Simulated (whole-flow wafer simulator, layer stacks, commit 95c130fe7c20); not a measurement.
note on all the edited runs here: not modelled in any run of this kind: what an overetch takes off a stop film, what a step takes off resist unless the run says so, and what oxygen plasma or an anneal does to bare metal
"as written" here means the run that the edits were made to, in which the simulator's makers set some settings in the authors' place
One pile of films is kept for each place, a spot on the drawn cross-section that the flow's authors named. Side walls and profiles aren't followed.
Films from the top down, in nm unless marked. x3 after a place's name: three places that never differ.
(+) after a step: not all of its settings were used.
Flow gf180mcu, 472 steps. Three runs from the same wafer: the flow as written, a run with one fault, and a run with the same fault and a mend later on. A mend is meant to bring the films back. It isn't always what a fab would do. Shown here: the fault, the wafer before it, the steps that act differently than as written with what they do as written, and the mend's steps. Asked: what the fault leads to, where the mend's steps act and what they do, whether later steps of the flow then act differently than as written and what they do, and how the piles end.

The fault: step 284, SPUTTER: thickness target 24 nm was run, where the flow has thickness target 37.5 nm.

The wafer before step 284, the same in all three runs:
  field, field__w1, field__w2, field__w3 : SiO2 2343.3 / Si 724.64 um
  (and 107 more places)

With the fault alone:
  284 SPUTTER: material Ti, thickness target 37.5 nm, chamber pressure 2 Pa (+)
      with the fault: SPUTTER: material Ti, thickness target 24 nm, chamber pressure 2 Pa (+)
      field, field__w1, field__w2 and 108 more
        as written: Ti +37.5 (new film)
        with the fault: Ti +24 (new film)
  Later steps of the flow that act differently than as written:
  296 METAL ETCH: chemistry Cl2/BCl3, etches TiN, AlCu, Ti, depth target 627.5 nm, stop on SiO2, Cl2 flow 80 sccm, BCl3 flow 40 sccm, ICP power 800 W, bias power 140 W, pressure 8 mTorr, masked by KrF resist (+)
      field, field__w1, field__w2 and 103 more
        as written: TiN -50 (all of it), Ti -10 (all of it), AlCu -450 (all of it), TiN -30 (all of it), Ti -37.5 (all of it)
        with the fault: TiN -50 (all of it), Ti -10 (all of it), AlCu -450 (all of it), TiN -30 (all of it), Ti -24 (all of it)
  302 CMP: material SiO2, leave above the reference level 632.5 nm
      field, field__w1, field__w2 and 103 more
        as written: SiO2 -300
        with the fault: SiO2 -313.5
  At the end the piles differ from the flow's by more than 2% or 0.5 nm, whichever is larger, at field__w8, contact, m1, m1__w1, m1_nw.
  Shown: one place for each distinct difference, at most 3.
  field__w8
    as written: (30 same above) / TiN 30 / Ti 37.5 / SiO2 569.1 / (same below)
    with the fault: (30 same above) / TiN 30 / Ti 24 / SiO2 569.1 / (same below)
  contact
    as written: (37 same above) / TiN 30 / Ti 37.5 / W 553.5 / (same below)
    with the fault: (37 same above) / TiN 30 / Ti 24 / W 553.5 / (same below)

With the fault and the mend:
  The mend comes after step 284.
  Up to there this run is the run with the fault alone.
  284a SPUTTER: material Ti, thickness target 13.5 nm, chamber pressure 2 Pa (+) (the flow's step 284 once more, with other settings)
      field, field__w1, field__w2 and 108 more
        Ti +13.5
  No later step of the flow acts differently than as written at any place that is followed.
  At the end the piles are the same as the flow's at every place that both follow.
